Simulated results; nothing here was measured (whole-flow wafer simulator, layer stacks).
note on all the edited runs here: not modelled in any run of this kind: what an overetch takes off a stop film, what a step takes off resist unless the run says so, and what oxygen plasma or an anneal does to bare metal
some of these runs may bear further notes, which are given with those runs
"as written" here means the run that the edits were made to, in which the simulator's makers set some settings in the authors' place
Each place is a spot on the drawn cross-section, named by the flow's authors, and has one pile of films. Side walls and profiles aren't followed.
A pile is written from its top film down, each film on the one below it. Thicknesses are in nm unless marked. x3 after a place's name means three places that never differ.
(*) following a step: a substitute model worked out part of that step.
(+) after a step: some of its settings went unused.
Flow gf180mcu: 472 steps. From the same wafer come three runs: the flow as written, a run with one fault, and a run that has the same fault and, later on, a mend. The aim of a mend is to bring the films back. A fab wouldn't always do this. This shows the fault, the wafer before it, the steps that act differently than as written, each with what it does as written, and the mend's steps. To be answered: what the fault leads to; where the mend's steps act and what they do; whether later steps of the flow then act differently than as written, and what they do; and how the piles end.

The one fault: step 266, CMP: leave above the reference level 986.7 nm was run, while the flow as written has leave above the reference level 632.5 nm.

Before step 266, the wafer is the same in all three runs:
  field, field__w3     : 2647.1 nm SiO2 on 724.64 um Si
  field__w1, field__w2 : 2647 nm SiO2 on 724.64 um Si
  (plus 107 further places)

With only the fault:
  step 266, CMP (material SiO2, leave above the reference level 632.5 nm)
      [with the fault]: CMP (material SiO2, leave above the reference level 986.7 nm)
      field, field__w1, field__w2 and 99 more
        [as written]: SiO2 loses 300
        [with the fault]: nothing
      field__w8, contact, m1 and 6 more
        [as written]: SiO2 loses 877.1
        [with the fault]: SiO2 loses 522.9
  Steps later in the flow that act otherwise than as written (5 more steps, not shown, differ only slightly: by at most 2% or 0.5 nm, whichever is larger):
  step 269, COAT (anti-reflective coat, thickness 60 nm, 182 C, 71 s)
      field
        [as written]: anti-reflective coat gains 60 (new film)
        [with the fault]: anti-reflective coat gains 81.7 (new film)
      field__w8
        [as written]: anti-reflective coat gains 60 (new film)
        [with the fault]: anti-reflective coat gains 30.4 (new film)
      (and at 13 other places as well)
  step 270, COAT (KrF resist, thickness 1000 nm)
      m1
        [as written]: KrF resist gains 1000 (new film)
        [with the fault]: KrF resist gains 979.3 (new film)
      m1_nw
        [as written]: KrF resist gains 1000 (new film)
        [with the fault]: KrF resist gains 977.5 (new film)
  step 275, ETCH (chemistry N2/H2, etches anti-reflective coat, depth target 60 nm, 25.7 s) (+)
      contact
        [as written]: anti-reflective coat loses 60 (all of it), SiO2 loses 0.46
        [with the fault]: anti-reflective coat loses 33.2 (all of it), SiO2 loses 1.15
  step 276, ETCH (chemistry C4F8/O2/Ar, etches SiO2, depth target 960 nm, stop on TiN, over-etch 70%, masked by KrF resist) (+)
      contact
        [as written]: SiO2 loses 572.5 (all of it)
        [with the fault]: SiO2 loses 926 (all of it)
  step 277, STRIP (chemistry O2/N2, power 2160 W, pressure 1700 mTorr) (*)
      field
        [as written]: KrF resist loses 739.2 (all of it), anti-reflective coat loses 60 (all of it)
        [with the fault]: KrF resist loses 728.9 (all of it), anti-reflective coat loses 81.7 (all of it)
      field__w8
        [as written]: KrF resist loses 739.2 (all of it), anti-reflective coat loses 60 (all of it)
        [with the fault]: KrF resist loses 733.5 (all of it), anti-reflective coat loses 30.4 (all of it)
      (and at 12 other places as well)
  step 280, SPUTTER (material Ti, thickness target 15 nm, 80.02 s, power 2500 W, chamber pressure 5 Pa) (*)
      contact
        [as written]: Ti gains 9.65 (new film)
        [with the fault]: Ti gains 8.11 (new film)
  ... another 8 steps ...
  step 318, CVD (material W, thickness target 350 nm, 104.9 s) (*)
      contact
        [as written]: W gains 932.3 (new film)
        [with the fault]: W gains 984.7 (new film)
  The piles end different from the flow's at field, field__w1, field__w2 and 109 more by more than 2% or 0.5 nm, whichever is larger.
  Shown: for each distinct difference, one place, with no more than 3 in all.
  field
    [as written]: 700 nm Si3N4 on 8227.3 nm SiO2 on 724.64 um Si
    [with the fault]: 700 nm Si3N4 on 8579.4 nm SiO2 on 724.64 um Si
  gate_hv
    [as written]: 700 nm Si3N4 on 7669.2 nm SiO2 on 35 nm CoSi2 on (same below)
    [with the fault]: 700 nm Si3N4 on 8021.3 nm SiO2 on 35 nm CoSi2 on (same below)
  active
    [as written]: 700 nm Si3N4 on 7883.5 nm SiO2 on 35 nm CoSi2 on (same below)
    [with the fault]: 700 nm Si3N4 on 8235.7 nm SiO2 on 35 nm CoSi2 on (same below)

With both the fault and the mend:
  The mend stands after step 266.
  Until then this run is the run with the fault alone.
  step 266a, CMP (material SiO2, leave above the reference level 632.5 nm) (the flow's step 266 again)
      field, field__w1, field__w2 and 99 more
        SiO2 loses 300
      field__w8, contact, m1 and 6 more
        SiO2 loses 354.2
  None of the later steps of the flow acts differently than as written at any place that is followed.
  By the end, the piles equal the flow's at every place that both follow.
